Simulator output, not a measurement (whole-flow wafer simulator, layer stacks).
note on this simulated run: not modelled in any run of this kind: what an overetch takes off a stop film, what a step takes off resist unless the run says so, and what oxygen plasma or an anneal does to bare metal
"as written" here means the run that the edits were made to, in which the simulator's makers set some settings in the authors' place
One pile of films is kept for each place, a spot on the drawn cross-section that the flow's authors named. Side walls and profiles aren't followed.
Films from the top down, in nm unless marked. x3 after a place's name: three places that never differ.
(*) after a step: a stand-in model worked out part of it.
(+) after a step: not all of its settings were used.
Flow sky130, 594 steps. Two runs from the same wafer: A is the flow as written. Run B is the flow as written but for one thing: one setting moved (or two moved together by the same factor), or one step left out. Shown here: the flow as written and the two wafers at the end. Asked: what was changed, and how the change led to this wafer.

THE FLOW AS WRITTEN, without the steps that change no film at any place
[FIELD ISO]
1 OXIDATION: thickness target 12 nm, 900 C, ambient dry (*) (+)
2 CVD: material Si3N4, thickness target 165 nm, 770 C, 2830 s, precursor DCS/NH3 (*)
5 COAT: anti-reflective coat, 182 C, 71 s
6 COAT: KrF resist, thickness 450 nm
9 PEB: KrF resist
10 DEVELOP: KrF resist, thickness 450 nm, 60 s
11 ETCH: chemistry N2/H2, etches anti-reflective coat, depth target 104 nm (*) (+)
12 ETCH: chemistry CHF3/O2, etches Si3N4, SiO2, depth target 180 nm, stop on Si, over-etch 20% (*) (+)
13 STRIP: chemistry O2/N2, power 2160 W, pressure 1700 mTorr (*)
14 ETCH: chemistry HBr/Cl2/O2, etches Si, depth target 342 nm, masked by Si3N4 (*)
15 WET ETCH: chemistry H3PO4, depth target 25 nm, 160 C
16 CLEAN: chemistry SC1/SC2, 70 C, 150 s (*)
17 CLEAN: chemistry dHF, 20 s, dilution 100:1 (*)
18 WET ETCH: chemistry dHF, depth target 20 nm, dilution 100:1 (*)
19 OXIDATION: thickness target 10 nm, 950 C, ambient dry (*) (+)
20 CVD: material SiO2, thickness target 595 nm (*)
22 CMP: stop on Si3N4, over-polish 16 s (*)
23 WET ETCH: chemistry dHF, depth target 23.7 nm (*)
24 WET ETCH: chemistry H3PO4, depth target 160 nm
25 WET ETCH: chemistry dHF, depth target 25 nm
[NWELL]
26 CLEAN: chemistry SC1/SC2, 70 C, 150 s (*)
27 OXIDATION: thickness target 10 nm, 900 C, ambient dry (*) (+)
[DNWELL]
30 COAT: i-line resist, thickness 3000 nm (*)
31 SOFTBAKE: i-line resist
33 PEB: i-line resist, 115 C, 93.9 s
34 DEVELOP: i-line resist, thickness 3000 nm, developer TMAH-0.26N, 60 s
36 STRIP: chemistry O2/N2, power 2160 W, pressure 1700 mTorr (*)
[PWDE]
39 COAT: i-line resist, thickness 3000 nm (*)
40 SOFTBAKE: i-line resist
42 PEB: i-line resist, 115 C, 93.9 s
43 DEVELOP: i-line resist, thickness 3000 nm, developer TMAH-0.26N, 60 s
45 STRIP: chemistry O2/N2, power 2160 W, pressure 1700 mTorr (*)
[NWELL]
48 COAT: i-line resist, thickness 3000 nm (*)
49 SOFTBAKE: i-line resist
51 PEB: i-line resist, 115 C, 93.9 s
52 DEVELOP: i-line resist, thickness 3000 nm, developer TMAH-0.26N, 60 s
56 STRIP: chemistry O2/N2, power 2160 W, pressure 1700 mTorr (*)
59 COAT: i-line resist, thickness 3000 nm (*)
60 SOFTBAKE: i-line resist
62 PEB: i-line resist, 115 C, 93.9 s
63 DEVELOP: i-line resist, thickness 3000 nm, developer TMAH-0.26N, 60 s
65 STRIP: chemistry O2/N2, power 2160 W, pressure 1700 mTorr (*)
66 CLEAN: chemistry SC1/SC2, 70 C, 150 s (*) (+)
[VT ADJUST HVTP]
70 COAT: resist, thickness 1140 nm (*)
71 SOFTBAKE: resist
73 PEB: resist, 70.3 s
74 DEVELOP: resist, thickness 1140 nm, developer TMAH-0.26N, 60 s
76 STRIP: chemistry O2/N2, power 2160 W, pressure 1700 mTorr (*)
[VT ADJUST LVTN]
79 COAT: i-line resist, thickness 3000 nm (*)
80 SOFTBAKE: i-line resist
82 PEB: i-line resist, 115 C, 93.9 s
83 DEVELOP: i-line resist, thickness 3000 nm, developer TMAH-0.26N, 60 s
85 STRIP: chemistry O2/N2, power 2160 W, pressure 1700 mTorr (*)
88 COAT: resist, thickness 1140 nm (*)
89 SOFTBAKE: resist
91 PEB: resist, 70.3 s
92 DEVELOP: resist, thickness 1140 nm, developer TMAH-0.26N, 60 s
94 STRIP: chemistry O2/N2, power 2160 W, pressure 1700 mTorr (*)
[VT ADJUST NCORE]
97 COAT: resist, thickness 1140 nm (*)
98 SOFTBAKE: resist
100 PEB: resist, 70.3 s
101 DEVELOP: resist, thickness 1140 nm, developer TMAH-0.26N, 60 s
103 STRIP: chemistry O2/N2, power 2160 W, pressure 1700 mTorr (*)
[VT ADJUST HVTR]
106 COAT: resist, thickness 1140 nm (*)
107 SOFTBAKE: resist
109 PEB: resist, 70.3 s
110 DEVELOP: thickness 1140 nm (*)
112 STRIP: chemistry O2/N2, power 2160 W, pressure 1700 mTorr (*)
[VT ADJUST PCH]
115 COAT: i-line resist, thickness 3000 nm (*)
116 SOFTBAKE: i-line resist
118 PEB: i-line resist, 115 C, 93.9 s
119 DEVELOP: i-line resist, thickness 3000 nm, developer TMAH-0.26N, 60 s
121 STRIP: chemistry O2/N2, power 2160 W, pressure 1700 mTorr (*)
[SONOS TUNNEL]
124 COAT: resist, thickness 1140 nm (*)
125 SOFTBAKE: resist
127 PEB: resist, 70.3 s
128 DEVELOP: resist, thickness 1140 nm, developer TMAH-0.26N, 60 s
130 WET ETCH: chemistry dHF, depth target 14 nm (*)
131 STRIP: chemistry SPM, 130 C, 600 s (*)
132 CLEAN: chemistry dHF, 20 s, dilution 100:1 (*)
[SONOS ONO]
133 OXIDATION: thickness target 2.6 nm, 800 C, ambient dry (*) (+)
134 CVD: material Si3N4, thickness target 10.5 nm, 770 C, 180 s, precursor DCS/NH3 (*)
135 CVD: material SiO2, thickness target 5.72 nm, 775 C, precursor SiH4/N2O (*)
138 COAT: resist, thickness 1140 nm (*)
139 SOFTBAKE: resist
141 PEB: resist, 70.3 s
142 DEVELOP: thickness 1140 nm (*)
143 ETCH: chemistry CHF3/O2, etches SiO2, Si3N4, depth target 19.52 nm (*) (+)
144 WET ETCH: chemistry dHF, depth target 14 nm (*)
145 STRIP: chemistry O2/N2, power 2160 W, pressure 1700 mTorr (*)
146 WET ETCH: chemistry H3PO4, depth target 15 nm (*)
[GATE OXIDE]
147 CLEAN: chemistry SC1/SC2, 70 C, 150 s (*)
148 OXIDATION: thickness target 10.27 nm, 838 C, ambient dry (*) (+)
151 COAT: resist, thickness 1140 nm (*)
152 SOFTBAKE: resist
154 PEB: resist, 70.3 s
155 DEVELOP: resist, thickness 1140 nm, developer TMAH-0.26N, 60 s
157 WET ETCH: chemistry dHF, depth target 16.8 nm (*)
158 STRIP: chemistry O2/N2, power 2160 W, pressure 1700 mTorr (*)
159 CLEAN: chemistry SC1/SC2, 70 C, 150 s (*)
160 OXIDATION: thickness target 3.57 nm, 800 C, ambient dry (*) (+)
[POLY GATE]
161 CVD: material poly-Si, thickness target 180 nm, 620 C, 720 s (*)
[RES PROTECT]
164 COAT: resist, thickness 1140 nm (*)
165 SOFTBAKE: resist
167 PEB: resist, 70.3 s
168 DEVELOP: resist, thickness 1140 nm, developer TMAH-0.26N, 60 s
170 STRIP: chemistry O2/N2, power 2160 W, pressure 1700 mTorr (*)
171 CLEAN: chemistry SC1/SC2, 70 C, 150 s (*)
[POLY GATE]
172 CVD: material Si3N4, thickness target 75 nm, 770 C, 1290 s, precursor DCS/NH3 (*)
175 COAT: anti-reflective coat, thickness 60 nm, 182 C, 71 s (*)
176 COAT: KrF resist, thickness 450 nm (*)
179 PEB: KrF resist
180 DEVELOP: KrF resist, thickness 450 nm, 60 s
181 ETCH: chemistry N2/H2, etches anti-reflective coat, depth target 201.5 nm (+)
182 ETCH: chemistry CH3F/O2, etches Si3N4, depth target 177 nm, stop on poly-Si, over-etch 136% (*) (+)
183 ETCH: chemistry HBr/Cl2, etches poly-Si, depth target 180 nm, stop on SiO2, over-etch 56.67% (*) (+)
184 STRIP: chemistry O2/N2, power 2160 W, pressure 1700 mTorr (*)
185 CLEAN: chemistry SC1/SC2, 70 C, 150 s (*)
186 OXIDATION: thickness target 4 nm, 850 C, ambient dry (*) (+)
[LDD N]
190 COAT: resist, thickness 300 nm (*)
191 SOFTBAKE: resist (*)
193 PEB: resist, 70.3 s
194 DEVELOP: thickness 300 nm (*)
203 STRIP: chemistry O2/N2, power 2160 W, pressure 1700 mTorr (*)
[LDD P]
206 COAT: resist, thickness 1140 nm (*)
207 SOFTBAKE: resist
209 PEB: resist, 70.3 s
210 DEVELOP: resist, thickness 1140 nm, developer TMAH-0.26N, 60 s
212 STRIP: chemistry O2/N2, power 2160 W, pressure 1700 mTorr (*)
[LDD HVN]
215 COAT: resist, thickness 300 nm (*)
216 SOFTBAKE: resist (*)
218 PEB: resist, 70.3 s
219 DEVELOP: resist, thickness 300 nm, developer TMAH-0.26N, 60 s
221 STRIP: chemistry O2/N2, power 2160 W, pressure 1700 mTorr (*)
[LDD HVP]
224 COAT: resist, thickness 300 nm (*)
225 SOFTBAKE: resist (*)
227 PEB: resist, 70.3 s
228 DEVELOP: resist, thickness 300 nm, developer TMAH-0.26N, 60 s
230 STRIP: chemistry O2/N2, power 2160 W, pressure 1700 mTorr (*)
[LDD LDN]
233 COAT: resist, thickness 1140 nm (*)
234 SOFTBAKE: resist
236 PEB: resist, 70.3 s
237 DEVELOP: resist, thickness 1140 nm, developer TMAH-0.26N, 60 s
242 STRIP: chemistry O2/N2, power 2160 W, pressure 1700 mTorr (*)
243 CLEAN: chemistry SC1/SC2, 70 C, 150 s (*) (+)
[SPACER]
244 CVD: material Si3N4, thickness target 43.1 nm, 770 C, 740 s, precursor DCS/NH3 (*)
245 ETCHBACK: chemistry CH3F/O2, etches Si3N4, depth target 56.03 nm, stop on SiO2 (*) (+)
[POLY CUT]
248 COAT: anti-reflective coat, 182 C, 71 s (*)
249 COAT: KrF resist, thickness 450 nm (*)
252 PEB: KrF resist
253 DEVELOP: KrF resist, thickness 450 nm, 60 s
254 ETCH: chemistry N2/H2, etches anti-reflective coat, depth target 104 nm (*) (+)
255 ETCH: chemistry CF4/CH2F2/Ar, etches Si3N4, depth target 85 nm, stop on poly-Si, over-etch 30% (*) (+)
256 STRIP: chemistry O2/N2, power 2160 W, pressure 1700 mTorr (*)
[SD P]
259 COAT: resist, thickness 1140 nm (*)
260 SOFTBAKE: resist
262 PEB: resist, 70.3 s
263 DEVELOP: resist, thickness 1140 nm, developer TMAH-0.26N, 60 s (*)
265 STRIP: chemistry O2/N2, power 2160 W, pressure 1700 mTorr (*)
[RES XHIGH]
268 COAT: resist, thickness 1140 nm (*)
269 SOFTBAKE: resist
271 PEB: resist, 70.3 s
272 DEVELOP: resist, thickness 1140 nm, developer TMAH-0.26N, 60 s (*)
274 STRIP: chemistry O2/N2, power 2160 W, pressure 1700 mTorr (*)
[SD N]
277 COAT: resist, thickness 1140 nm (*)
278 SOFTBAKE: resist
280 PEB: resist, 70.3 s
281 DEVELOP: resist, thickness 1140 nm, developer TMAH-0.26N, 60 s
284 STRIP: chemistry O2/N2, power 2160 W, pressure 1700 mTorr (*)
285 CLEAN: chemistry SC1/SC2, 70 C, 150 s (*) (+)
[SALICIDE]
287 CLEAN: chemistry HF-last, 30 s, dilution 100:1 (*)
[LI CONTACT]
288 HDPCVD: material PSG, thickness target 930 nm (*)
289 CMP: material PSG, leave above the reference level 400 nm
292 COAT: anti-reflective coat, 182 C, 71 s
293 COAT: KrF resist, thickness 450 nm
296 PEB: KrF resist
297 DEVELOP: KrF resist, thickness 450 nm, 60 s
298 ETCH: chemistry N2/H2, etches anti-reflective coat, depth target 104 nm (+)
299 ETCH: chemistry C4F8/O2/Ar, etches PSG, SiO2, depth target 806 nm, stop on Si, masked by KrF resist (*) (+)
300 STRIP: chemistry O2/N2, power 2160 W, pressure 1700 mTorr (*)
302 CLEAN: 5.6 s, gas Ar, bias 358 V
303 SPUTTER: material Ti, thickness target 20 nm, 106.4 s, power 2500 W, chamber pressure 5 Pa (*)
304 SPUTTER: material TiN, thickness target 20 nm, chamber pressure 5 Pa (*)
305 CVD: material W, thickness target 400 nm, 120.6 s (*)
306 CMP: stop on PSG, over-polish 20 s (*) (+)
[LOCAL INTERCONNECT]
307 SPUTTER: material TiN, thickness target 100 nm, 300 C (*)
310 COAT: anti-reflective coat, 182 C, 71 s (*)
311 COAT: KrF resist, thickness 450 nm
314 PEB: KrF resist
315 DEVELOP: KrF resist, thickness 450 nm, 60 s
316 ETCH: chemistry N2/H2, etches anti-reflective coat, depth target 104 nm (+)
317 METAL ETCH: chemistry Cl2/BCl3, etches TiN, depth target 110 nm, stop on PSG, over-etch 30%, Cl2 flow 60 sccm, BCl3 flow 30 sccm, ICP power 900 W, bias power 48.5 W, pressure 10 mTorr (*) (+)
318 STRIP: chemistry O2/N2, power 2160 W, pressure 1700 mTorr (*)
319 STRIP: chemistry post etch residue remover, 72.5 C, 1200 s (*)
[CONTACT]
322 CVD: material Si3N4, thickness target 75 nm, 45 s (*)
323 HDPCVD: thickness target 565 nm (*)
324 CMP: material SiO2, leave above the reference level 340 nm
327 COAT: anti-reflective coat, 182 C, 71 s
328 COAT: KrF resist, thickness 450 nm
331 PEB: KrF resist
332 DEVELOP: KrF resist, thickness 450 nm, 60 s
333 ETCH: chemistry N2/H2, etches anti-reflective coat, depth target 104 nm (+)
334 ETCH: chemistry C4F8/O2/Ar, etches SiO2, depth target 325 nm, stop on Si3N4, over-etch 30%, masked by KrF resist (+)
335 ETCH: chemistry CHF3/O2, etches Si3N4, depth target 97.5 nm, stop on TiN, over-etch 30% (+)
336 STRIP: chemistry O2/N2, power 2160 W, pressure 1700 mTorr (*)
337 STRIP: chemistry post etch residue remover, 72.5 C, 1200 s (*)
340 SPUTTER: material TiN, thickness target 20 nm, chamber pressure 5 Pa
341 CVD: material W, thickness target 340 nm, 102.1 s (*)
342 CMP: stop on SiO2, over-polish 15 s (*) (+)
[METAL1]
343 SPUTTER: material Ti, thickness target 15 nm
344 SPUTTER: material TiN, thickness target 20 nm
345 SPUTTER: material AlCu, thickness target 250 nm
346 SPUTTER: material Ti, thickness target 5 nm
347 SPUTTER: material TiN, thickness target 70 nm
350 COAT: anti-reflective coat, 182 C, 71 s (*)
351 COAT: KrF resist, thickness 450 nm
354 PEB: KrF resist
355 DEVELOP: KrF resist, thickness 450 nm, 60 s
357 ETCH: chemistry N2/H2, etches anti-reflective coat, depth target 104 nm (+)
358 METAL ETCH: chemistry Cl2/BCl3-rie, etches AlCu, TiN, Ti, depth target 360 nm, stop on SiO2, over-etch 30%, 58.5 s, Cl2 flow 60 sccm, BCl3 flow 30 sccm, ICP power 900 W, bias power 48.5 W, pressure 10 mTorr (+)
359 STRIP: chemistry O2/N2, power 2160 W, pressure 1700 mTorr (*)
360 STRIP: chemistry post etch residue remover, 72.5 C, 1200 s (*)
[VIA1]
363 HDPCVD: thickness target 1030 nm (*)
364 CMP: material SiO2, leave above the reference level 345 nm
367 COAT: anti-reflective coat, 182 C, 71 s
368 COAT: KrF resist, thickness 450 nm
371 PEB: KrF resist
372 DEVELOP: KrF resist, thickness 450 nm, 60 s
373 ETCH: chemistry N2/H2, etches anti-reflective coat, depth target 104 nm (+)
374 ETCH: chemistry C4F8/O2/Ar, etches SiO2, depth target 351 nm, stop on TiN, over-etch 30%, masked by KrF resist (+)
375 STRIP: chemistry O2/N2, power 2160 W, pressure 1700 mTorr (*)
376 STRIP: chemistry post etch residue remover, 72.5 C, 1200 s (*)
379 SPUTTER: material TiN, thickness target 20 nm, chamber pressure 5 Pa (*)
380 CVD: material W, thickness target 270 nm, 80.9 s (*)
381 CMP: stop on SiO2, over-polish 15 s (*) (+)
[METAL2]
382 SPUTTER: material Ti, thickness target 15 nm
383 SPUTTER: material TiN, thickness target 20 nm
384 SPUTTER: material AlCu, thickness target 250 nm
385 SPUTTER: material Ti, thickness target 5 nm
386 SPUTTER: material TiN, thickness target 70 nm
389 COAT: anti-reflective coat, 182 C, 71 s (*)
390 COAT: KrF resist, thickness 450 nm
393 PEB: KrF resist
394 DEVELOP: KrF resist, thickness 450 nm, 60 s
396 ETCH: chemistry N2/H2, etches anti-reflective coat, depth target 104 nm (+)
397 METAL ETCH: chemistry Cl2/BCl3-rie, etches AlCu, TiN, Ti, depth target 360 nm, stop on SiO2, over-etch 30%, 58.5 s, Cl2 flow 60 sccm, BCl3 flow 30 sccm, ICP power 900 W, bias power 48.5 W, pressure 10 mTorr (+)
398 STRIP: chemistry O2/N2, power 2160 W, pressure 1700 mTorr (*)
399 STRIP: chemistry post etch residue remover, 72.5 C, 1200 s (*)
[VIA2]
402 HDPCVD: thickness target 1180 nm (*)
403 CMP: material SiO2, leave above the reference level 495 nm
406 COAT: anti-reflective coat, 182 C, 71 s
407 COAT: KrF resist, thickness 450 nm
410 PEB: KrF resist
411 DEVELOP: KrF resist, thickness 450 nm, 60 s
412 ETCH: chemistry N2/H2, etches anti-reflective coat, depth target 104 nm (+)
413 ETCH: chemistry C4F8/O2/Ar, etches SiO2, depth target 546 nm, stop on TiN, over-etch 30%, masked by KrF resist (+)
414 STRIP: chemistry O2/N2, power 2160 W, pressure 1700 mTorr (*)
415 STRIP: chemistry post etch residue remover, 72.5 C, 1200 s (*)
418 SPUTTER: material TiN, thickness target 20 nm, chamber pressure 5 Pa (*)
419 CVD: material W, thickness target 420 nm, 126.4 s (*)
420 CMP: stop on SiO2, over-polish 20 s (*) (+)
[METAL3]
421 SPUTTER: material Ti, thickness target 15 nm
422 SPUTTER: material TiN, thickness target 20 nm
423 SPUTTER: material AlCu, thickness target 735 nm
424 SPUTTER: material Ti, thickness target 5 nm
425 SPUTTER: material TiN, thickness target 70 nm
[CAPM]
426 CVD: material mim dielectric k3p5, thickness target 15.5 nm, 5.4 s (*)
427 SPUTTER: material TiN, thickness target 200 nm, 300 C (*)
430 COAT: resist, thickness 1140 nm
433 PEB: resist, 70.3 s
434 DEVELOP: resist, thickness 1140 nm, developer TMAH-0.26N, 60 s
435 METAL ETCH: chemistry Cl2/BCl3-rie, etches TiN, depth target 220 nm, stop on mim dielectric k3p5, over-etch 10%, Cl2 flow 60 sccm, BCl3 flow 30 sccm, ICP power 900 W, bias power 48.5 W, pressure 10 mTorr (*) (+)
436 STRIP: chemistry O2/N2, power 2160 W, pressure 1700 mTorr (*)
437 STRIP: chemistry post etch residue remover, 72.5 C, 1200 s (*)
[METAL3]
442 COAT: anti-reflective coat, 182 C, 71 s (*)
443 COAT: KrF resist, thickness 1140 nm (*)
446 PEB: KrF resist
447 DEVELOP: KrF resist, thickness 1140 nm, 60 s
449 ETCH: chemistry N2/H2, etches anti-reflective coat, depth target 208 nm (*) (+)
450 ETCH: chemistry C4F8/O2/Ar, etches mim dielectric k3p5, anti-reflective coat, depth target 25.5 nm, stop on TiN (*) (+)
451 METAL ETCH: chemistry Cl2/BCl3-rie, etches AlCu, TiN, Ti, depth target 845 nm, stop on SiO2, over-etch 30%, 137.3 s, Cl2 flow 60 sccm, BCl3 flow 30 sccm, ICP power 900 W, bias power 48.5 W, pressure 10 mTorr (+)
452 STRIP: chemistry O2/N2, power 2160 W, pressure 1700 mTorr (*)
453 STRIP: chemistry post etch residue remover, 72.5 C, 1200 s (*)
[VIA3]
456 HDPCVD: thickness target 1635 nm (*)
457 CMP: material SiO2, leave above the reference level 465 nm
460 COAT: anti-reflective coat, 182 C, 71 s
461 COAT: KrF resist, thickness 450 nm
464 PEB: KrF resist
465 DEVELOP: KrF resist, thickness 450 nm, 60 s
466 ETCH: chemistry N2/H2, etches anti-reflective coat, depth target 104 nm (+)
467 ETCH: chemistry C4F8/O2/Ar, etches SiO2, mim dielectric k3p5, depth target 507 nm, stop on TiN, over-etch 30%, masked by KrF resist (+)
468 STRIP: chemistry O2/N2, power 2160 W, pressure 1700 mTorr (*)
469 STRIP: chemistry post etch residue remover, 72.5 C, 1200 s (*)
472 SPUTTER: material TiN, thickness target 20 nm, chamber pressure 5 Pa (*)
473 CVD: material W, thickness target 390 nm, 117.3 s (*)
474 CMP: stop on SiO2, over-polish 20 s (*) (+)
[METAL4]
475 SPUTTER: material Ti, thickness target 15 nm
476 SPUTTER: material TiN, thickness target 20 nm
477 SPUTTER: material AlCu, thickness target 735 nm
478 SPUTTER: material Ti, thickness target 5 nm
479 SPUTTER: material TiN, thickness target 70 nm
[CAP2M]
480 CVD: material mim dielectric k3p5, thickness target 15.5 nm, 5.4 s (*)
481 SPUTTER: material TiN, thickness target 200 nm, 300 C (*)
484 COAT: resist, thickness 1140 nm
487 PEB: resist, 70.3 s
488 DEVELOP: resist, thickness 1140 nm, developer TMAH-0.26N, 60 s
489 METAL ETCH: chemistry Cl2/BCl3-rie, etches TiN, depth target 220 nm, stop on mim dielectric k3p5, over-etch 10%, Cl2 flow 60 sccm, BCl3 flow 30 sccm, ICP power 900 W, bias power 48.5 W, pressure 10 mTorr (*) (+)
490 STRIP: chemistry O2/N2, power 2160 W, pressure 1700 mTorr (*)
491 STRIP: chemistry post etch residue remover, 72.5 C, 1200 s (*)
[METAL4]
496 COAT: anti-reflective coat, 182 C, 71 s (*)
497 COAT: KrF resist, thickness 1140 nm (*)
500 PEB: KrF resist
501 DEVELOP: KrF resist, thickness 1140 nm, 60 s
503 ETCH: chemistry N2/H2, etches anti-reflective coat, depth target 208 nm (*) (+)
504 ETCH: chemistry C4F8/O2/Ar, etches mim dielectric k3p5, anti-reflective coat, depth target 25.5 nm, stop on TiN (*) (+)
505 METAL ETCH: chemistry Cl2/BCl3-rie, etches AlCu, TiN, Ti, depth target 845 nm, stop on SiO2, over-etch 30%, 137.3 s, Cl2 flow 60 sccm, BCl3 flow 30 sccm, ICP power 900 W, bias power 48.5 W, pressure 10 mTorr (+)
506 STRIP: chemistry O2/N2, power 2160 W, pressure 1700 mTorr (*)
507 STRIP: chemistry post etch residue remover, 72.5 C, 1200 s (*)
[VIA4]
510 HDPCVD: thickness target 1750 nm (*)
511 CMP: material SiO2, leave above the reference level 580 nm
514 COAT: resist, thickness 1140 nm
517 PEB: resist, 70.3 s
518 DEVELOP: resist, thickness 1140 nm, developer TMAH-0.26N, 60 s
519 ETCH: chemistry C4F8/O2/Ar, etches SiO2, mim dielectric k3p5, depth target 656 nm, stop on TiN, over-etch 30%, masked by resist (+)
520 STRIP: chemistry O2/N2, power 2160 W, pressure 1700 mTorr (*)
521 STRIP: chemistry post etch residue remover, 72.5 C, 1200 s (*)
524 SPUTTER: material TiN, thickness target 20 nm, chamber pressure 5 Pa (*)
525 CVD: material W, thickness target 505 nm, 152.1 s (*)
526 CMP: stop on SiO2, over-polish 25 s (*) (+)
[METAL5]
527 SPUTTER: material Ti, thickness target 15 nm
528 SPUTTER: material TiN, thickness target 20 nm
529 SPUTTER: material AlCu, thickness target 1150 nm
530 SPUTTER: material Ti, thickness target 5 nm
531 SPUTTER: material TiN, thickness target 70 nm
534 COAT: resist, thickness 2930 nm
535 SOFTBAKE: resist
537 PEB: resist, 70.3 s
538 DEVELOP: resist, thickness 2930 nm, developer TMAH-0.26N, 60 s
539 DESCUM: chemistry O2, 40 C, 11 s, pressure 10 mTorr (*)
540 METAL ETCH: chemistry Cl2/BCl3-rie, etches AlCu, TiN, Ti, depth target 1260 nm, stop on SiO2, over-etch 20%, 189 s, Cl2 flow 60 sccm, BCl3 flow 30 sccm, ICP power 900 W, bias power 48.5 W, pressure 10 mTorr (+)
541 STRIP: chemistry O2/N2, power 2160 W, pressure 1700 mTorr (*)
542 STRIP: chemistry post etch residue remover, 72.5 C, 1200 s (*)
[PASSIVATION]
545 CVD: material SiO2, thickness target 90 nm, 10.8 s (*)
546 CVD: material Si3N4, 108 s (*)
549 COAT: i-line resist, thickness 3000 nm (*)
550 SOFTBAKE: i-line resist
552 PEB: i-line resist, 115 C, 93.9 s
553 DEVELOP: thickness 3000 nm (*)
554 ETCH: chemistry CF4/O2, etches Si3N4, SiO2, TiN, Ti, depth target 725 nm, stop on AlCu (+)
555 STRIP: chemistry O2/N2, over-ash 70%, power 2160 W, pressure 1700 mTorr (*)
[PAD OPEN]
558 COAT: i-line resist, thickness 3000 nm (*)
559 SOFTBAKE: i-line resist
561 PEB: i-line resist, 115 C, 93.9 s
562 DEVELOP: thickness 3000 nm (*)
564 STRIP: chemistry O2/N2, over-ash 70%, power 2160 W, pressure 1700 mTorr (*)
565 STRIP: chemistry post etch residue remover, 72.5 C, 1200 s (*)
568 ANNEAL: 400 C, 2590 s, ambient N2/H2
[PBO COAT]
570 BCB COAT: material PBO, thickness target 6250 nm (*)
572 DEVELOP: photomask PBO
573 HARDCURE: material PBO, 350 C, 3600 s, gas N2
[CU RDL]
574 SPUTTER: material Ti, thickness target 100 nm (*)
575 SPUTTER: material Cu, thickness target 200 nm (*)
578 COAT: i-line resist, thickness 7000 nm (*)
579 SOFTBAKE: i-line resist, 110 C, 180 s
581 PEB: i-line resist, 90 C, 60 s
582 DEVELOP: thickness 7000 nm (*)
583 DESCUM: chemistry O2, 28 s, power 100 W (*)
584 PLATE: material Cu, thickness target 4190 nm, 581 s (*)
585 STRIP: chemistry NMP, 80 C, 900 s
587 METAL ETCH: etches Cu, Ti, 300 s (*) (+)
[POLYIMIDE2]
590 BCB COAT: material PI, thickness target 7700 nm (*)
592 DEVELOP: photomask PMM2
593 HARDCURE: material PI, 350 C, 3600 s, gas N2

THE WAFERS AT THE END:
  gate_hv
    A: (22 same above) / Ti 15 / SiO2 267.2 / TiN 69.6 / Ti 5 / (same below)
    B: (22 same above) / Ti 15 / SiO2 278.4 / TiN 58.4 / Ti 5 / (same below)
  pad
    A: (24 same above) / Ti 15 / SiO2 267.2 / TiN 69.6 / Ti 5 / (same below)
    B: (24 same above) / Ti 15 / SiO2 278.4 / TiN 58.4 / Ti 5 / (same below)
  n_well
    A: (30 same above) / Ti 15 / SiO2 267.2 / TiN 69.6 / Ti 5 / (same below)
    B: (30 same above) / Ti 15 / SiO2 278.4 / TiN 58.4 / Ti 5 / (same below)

The cause: step 347, SPUTTER: thickness target 58.8 nm was run, where the flow has thickness target 70 nm.

How the change led to this, step by step:
  347 SPUTTER: material TiN, thickness target 70 nm
      field, active, n_well and 188 more: A TiN +70 (new film) | B TiN +58.8 (new film)
  358 METAL ETCH: chemistry Cl2/BCl3-rie, etches AlCu, TiN, Ti, depth target 360 nm, stop on SiO2, over-etch 30%, 58.5 s, Cl2 flow 60 sccm, BCl3 flow 30 sccm, ICP power 900 W, bias power 48.5 W, pressure 10 mTorr (+)
      field, active, gate and 81 more: A TiN -68.7 (all of it), Ti -5 (all of it), AlCu -250 (all of it), TiN -20 (all of it), Ti -15 (all of it), SiO2 -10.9 | B TiN -57.5 (all of it), Ti -5 (all of it), AlCu -250 (all of it), TiN -20 (all of it), Ti -15 (all of it), SiO2 -12.1
  374 ETCH: chemistry C4F8/O2/Ar, etches SiO2, depth target 351 nm, stop on TiN, over-etch 30%, masked by KrF resist (+)
      m1, via1_hole: A SiO2 -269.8 (all of it) | B SiO2 -281 (all of it)
  380 CVD: material W, thickness target 270 nm, 80.9 s (*)
      m1, via1_hole: A W +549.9 (new film) | B W +561.3 (new film)
